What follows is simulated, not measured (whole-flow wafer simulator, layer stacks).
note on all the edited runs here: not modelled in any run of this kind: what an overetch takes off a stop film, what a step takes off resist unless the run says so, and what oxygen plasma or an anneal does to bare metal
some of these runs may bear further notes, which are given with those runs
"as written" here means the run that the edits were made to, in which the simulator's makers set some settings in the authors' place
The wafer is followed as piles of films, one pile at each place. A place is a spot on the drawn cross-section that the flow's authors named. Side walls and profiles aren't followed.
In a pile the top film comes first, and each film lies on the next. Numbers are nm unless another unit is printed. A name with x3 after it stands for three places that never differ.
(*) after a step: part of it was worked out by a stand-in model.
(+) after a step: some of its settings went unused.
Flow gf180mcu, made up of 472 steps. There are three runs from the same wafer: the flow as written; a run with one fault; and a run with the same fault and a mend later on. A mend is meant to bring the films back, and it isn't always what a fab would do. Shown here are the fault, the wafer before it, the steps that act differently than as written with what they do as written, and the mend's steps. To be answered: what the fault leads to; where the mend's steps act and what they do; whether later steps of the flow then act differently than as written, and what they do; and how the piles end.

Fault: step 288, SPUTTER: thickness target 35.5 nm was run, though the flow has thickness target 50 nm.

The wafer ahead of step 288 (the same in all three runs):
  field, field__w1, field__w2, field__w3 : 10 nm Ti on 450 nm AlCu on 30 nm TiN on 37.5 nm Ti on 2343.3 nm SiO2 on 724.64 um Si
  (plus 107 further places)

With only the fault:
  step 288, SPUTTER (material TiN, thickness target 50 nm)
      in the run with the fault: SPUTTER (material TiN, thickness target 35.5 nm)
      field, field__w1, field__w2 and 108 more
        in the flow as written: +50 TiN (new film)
        in the run with the fault: +35.5 TiN (new film)
  Steps further on in the flow that do not act as written (not shown: 4 more steps that differ only slightly, by at most 2% or 0.5 nm, whichever is larger):
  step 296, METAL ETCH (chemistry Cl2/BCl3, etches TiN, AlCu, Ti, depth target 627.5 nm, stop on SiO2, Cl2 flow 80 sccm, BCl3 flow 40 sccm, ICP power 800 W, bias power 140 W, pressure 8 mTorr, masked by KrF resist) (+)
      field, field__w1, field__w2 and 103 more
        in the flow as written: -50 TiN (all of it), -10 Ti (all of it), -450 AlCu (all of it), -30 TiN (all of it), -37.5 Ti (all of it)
        in the run with the fault: -35.5 TiN (all of it), -10 Ti (all of it), -450 AlCu (all of it), -30 TiN (all of it), -37.5 Ti (all of it)
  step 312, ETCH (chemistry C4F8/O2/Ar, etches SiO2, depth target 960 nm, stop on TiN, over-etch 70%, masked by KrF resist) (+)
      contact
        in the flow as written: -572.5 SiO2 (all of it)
        in the run with the fault: -587 SiO2 (all of it)
  At field__w8, contact, m1, m1__w1, m1_nw, the piles at the end differ from the flow's by more than 2% or 0.5 nm, whichever is larger.
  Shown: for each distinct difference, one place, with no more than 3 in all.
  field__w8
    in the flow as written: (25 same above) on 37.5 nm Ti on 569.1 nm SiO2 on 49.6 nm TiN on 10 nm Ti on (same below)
    in the run with the fault: (25 same above) on 37.5 nm Ti on 583.6 nm SiO2 on 35.1 nm TiN on 10 nm Ti on (same below)
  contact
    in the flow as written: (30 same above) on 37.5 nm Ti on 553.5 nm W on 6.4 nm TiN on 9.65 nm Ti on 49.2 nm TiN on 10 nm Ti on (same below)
    in the run with the fault: (30 same above) on 37.5 nm Ti on 568.1 nm W on 6.35 nm TiN on 9.57 nm Ti on 34.7 nm TiN on 10 nm Ti on (same below)

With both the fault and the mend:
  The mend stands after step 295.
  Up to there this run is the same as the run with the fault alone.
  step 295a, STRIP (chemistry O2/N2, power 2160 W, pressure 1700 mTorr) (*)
      field__w8, contact, m1, m1__w1, m1_nw
        -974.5 KrF resist (all of it)
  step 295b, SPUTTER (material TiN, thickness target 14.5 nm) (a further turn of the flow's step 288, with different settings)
      field, field__w1, field__w2 and 108 more
        +14.5 TiN
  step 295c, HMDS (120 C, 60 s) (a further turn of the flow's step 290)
      does not change any film at any place that is followed
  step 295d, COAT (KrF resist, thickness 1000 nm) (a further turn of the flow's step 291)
      field, field__w1, field__w2 and 108 more
        +1000 KrF resist (new film)
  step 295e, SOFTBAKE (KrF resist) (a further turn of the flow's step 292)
      does not change any film at any place that is followed
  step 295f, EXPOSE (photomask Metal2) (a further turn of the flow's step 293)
      does not change any film at any place that is followed
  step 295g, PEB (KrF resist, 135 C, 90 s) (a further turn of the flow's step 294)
      field, field__w1, field__w2 and 108 more
        -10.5 KrF resist
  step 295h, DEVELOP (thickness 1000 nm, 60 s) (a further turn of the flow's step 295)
      field, field__w1, field__w2 and 103 more
        -989.5 KrF resist (all of it)
      field__w8, contact, m1, m1__w1, m1_nw
        -14.9 KrF resist
  None of the later steps of the flow acts differently than as written at any place that is followed.
  At every place that both follow, the piles at the end match the flow's.
